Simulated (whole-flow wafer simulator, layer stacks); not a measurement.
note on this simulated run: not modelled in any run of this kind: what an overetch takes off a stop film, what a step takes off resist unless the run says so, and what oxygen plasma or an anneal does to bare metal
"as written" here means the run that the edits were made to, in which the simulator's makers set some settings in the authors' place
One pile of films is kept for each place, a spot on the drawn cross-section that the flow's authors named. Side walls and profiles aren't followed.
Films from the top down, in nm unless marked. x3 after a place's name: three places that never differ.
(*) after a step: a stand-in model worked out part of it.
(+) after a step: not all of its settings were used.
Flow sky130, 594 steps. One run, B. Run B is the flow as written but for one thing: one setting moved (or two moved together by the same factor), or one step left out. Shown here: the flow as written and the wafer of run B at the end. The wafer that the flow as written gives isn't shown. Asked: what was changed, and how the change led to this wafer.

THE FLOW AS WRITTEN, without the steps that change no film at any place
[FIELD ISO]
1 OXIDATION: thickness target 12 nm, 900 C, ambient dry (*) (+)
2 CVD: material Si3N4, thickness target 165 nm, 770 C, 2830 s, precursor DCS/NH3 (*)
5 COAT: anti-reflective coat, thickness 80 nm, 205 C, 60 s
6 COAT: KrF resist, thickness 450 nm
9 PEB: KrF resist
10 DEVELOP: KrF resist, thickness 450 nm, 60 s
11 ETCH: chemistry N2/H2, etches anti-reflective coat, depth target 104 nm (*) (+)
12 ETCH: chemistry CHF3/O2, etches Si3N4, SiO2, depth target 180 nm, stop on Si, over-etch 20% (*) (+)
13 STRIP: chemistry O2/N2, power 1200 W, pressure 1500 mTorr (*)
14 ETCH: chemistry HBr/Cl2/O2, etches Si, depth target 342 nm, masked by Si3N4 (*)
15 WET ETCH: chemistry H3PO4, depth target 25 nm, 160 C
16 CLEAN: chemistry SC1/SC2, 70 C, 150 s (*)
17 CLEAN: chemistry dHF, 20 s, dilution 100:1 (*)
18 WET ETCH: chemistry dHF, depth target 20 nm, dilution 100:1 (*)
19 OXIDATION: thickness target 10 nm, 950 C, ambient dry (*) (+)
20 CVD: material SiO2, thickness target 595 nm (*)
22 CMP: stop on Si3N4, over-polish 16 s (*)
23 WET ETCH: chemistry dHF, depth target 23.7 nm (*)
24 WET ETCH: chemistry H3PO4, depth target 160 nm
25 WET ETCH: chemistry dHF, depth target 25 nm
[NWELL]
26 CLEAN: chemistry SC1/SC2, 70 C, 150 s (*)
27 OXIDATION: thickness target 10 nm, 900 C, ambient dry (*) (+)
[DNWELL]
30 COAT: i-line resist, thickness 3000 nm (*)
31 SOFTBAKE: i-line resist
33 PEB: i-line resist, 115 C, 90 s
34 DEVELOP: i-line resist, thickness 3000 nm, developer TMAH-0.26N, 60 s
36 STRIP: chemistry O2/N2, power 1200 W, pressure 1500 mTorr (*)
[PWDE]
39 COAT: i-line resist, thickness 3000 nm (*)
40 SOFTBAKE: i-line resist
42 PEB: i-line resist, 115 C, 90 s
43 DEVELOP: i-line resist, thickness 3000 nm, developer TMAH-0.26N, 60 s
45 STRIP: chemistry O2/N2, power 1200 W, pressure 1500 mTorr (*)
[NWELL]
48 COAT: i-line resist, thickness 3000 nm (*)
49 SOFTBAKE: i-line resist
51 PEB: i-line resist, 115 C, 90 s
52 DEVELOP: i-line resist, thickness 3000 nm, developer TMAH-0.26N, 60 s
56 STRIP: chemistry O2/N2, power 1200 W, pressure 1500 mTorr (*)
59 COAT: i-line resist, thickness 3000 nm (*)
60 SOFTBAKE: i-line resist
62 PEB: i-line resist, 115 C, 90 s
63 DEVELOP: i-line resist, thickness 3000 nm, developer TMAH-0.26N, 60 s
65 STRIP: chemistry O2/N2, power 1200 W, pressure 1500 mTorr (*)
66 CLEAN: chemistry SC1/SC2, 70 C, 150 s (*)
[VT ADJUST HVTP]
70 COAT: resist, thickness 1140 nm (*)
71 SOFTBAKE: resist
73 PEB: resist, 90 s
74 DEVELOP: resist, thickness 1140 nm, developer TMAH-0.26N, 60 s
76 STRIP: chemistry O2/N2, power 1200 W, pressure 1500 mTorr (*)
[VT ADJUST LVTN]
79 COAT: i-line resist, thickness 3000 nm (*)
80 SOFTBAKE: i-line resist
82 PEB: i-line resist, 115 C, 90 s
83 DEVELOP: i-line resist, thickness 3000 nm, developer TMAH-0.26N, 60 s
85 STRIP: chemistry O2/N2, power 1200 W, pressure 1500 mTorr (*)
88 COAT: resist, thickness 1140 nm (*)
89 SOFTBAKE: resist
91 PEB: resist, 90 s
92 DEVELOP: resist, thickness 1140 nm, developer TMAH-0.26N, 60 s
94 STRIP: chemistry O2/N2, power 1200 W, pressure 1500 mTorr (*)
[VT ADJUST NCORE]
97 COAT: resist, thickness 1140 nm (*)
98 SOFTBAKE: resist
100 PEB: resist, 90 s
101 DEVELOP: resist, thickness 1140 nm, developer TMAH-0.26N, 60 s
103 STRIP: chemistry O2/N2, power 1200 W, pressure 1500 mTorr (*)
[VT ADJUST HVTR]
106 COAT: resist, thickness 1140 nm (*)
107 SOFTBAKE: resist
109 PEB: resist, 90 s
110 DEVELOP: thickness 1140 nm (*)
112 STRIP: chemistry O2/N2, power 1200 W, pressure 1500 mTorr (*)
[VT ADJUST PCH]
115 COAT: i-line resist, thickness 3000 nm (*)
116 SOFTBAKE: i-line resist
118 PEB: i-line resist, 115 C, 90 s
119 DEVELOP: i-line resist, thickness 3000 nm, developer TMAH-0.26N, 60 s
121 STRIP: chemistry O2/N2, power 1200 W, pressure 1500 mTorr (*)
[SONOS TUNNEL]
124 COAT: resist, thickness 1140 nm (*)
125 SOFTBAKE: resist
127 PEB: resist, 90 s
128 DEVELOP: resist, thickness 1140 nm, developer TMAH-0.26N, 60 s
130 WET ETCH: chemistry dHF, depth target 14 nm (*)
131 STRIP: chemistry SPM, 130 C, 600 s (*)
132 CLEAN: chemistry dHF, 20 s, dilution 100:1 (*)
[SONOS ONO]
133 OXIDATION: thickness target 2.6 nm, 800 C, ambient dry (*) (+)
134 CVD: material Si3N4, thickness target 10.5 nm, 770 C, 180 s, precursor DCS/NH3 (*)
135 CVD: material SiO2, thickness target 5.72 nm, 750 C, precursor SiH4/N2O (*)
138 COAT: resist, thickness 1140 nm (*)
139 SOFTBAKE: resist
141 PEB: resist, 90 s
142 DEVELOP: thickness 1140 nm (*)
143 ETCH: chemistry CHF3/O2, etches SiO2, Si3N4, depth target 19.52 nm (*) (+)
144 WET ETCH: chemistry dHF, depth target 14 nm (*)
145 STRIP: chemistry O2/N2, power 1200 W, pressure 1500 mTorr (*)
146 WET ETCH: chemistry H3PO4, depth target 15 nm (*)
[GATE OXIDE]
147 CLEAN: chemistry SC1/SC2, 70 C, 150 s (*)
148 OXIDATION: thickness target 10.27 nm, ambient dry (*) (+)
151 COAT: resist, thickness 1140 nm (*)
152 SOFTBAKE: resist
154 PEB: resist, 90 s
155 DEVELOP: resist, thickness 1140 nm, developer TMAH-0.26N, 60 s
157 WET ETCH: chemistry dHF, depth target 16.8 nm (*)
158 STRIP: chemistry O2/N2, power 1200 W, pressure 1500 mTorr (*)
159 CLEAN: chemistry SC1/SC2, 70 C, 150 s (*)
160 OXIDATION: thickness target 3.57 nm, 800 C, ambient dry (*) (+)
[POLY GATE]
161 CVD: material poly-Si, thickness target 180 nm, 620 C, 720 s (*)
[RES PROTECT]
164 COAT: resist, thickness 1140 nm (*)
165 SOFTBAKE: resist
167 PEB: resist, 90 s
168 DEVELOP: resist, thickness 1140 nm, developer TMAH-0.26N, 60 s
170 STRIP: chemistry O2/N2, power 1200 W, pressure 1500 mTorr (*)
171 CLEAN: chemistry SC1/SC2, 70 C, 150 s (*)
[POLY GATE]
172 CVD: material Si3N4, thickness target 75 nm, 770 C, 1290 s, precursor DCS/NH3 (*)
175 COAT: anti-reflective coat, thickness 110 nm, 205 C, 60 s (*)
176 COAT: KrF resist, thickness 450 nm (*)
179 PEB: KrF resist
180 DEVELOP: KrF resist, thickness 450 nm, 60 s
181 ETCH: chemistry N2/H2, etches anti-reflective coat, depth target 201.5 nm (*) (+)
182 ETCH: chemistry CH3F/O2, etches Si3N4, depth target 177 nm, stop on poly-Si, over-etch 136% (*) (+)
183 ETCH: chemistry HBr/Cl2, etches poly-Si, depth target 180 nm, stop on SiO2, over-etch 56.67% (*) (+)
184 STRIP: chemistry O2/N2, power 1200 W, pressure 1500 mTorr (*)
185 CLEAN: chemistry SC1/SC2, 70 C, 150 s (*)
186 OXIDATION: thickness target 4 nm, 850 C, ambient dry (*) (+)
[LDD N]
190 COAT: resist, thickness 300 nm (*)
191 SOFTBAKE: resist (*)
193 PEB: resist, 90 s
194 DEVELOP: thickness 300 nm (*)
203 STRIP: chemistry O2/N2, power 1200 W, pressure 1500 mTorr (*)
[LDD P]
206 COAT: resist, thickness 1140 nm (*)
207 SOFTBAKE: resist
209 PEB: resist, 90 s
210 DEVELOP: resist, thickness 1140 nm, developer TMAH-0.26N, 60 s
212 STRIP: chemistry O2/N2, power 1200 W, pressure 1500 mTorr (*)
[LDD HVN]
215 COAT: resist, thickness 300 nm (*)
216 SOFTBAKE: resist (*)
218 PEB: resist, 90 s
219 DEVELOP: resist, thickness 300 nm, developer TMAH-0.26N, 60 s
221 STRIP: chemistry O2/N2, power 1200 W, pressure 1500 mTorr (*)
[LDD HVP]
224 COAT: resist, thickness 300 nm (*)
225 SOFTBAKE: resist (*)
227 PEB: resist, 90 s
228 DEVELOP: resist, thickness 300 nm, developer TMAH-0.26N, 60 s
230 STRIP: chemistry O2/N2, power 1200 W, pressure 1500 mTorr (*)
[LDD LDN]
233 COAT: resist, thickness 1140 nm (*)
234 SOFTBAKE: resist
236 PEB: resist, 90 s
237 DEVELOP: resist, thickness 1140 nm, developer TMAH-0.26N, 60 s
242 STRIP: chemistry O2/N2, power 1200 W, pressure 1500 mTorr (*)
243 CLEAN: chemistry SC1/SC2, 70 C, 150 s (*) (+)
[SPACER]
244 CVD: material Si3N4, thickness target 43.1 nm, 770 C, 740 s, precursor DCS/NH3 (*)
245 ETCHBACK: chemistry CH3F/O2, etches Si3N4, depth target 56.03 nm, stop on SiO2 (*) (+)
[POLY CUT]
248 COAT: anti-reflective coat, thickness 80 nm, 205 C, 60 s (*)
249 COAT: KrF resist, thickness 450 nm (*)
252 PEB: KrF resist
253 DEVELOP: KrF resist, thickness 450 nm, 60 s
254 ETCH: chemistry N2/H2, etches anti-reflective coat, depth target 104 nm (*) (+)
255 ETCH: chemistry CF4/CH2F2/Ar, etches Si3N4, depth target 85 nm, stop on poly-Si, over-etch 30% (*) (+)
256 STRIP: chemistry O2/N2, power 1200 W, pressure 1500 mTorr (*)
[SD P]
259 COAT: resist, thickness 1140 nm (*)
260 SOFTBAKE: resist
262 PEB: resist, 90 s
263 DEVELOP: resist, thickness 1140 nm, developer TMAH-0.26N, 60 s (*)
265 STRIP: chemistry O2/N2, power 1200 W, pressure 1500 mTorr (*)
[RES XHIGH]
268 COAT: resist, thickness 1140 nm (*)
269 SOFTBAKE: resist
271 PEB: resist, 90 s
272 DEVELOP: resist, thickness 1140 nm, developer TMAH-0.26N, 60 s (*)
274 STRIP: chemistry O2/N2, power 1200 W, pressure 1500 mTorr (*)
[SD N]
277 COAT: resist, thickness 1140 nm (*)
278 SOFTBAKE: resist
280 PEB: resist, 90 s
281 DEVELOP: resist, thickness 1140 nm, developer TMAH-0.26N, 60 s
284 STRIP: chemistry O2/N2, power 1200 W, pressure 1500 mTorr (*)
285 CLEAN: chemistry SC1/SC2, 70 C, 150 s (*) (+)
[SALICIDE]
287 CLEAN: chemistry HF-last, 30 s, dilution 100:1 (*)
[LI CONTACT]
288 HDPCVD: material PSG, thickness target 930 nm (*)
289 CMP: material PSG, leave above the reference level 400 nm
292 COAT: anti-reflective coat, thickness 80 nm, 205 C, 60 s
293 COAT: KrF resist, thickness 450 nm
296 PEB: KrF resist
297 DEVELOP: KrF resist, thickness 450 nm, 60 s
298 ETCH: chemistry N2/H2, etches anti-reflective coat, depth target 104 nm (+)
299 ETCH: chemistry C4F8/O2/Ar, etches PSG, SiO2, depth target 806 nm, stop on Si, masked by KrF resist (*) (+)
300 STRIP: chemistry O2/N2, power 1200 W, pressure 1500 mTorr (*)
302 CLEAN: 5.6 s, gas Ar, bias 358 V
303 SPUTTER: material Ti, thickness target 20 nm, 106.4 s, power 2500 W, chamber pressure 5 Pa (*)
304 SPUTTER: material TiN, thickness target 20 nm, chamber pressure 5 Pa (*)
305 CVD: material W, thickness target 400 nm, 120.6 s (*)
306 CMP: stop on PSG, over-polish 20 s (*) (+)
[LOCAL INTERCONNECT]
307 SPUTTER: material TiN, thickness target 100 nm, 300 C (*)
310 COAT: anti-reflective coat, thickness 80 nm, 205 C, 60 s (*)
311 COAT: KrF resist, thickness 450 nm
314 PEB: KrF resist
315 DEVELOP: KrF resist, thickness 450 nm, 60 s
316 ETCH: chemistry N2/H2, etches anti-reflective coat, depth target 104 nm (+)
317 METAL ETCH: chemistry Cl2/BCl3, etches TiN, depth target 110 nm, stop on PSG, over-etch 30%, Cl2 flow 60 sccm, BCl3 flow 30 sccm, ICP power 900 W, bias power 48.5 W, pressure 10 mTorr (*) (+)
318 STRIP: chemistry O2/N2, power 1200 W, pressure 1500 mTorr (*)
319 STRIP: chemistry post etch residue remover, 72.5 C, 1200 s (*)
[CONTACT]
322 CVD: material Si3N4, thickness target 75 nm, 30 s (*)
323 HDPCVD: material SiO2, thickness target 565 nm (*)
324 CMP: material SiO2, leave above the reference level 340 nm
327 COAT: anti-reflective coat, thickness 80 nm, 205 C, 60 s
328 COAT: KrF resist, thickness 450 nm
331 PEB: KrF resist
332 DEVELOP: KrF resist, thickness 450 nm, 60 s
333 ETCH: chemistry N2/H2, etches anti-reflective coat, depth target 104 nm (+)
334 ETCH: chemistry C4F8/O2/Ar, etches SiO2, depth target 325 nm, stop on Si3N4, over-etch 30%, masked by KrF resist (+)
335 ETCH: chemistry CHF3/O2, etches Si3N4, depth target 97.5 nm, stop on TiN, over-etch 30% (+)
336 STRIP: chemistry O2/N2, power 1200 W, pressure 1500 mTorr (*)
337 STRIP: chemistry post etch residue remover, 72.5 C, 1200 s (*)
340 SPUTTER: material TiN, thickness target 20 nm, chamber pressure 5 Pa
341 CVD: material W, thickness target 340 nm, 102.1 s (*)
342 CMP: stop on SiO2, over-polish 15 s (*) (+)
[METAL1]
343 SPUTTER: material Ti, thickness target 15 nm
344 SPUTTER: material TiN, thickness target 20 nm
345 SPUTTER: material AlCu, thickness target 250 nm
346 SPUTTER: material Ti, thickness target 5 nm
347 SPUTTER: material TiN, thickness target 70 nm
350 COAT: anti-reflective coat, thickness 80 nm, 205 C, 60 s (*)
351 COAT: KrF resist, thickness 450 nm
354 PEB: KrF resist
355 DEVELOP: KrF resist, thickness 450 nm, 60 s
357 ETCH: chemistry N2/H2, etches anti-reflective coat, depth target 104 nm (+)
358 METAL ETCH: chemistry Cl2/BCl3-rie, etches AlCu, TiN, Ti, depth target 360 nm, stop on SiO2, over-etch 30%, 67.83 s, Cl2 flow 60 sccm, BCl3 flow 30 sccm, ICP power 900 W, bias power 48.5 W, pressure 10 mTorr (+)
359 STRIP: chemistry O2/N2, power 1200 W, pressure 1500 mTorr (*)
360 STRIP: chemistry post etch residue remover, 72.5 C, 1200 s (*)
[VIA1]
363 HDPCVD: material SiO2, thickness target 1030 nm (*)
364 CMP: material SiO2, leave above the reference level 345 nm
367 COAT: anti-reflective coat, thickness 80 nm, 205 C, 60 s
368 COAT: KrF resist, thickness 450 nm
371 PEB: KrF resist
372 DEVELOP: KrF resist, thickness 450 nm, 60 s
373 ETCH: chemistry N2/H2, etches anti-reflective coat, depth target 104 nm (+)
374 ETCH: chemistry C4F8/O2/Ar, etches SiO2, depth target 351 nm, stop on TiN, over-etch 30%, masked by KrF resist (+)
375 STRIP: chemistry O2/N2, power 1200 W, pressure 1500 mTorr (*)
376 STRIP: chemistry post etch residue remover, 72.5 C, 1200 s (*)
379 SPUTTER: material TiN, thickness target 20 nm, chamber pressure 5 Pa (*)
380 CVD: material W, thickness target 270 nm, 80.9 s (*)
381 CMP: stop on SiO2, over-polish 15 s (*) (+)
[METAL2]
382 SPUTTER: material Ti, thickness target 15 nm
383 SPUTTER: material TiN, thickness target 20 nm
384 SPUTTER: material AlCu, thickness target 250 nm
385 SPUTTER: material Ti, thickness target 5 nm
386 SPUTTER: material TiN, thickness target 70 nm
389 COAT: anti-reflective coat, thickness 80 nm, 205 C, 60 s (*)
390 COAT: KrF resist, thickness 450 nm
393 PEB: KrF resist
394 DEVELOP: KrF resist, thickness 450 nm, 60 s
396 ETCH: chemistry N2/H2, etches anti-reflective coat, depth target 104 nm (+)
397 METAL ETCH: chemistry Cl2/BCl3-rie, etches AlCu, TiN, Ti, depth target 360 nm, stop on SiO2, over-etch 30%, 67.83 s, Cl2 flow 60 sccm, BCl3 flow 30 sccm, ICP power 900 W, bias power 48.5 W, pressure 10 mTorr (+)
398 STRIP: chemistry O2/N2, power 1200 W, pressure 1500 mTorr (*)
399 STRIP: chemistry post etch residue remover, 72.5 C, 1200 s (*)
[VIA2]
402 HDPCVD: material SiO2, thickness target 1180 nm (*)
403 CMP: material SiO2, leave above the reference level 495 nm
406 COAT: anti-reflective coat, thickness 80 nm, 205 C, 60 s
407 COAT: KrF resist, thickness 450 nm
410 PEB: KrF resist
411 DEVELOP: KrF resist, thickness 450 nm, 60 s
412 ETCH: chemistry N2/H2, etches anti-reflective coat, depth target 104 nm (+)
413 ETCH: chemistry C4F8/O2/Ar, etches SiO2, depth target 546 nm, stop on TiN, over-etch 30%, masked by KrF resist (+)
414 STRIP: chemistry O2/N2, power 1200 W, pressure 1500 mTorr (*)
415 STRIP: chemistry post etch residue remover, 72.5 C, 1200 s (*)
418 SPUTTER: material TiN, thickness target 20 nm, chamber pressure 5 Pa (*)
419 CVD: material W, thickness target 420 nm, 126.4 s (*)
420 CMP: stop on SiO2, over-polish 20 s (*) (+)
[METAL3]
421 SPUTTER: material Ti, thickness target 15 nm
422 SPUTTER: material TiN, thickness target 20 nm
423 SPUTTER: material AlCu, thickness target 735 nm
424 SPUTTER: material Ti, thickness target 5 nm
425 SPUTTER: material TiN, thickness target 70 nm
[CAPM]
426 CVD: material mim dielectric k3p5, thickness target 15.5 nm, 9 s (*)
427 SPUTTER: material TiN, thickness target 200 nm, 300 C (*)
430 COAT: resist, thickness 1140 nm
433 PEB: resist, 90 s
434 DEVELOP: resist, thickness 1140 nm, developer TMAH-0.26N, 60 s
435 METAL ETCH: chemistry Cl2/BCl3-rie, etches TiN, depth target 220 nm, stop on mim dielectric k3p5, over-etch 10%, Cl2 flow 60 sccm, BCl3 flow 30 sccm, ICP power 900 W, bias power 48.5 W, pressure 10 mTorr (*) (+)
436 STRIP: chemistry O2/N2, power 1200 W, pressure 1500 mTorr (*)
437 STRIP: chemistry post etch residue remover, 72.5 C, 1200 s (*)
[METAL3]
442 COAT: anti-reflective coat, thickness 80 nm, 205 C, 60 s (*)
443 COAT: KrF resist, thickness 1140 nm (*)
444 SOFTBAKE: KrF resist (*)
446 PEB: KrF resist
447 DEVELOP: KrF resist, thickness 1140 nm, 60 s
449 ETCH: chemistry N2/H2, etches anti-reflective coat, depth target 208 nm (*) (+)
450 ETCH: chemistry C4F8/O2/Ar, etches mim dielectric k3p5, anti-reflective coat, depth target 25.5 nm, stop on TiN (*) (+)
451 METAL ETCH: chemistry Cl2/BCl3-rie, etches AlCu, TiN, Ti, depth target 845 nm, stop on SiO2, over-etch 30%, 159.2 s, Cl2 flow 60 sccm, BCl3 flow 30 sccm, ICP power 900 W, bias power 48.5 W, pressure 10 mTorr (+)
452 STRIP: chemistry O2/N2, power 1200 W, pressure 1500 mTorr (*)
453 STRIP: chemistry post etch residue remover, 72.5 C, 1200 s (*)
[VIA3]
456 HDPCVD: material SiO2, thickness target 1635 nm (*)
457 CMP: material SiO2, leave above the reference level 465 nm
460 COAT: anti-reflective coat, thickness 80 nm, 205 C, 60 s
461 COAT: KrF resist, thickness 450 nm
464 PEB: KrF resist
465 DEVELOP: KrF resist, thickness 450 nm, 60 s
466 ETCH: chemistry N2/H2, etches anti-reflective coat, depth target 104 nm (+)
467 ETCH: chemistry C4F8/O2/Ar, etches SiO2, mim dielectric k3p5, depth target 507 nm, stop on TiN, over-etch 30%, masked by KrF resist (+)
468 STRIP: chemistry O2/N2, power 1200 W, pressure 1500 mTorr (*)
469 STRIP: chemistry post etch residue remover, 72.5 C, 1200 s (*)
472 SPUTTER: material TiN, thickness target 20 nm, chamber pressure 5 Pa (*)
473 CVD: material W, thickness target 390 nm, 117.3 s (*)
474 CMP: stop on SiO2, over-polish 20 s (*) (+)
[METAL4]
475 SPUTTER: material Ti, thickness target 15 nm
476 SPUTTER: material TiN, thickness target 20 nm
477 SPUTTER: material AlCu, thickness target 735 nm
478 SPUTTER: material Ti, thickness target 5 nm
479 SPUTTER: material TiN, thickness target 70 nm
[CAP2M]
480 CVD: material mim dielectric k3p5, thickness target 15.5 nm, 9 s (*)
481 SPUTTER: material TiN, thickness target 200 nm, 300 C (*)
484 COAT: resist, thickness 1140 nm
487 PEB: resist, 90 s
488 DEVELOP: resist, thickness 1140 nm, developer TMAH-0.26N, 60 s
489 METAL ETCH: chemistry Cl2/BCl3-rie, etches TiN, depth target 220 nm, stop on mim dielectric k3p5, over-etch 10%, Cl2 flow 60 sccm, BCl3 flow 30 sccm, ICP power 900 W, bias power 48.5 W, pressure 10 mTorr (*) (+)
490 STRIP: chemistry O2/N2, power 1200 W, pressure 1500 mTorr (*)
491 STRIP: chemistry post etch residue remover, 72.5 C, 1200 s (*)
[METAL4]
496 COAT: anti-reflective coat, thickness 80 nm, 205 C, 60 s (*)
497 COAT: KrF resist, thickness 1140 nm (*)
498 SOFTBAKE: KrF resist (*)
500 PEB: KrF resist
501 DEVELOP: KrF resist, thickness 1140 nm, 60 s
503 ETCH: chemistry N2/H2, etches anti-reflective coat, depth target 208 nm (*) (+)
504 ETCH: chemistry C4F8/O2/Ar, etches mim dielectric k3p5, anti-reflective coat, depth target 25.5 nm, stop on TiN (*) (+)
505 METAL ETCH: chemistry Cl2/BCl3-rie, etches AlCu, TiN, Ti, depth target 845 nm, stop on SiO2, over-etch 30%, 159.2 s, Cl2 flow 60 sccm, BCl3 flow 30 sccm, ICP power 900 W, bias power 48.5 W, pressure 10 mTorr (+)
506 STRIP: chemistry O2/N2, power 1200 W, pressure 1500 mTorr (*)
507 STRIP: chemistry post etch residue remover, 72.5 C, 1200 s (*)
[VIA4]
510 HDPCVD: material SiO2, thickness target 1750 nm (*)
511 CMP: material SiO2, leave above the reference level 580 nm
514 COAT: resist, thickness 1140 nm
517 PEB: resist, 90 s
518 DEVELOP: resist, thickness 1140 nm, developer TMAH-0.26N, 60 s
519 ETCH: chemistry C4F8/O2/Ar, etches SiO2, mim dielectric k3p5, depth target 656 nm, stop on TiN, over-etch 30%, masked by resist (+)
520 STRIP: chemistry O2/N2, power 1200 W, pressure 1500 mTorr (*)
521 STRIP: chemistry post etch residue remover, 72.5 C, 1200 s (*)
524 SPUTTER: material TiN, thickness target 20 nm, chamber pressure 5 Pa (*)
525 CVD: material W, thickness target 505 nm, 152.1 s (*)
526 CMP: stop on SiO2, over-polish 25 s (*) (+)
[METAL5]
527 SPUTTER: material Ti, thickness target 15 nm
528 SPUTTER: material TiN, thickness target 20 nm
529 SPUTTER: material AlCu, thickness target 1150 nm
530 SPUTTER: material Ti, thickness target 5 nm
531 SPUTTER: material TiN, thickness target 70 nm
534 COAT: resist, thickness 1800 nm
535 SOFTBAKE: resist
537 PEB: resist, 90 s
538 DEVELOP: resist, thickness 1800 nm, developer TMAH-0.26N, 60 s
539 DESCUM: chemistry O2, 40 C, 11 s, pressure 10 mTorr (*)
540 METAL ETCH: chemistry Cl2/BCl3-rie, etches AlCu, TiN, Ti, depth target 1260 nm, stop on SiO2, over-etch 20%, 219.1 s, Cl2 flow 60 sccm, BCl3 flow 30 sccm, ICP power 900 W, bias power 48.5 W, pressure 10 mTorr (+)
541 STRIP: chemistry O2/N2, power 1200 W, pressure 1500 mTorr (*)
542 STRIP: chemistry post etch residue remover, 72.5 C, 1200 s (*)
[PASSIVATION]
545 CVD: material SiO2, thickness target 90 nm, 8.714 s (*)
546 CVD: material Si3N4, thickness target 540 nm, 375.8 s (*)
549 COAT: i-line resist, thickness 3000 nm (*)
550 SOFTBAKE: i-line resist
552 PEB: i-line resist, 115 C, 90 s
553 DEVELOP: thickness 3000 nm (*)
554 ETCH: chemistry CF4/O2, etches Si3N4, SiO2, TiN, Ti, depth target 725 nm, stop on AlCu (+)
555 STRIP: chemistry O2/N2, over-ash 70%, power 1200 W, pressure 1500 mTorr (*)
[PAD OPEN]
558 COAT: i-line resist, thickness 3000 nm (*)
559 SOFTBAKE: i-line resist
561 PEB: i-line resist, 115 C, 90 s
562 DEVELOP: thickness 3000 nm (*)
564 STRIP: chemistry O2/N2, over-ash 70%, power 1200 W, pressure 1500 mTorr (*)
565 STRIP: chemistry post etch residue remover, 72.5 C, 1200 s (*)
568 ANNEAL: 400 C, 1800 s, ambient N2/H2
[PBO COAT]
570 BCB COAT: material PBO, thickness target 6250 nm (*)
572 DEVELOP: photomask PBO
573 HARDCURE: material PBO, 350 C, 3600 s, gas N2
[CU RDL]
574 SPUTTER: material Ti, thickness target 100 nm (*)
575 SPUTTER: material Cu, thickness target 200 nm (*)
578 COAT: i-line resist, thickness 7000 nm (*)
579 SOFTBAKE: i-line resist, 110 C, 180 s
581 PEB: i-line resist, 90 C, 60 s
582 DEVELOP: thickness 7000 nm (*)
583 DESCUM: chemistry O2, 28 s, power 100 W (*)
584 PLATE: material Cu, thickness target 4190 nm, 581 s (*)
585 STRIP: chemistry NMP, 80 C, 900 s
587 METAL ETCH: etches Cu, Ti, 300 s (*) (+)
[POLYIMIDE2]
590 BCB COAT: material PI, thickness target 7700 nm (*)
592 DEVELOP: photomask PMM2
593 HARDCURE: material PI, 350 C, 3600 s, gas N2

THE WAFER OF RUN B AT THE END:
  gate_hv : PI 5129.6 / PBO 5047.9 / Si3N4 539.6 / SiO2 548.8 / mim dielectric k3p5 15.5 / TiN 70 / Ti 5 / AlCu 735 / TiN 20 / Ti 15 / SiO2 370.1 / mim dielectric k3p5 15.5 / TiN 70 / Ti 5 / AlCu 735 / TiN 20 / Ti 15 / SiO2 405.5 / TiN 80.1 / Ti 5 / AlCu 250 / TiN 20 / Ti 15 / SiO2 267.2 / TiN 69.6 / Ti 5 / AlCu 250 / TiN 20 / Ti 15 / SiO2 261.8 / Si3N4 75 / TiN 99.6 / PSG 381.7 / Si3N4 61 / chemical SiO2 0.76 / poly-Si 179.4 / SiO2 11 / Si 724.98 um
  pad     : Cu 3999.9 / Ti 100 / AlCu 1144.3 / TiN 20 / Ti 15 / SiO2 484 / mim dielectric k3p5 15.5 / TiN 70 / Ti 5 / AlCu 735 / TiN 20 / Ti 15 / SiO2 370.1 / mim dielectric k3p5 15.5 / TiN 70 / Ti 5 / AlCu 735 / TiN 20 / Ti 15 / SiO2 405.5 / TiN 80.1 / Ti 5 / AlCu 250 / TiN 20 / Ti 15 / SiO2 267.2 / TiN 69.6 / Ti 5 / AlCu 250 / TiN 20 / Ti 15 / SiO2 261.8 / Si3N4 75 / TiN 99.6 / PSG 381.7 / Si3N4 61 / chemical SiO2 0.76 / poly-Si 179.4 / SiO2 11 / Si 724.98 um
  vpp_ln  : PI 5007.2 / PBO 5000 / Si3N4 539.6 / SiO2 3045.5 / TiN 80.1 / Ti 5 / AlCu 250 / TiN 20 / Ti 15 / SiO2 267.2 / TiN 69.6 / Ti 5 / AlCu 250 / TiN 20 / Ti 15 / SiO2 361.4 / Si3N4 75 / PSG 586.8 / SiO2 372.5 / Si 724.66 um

The cause: step 386, SPUTTER: thickness target 80.5 nm was run, where the flow has thickness target 70 nm.

How the change led to this, step by step:
  386 SPUTTER: material TiN, thickness target 70 nm
      field, active, n_well and 188 more: TiN +80.5 (new film) (as written it would be: TiN +70 (new film))
  397 METAL ETCH: chemistry Cl2/BCl3-rie, etches AlCu, TiN, Ti, depth target 360 nm, stop on SiO2, over-etch 30%, 67.83 s, Cl2 flow 60 sccm, BCl3 flow 30 sccm, ICP power 900 W, bias power 48.5 W, pressure 10 mTorr (+)
      field, active, gate and 82 more: TiN -79.2 (all of it), Ti -5 (all of it), AlCu -250 (all of it), TiN -20 (all of it), Ti -15 (all of it), SiO2 -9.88 (as written it would be: TiN -68.7 (all of it), Ti -5 (all of it), AlCu -250 (all of it), TiN -20 (all of it), Ti -15 (all of it), SiO2 -10.9)
  413 ETCH: chemistry C4F8/O2/Ar, etches SiO2, depth target 546 nm, stop on TiN, over-etch 30%, masked by KrF resist (+)
      field, active, n_well and 186 more: KrF resist -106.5 (as written it would be: KrF resist -109.2)
      m1: SiO2 -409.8 (all of it) (as written it would be: SiO2 -420.3 (all of it))
      (and at 1 more place)
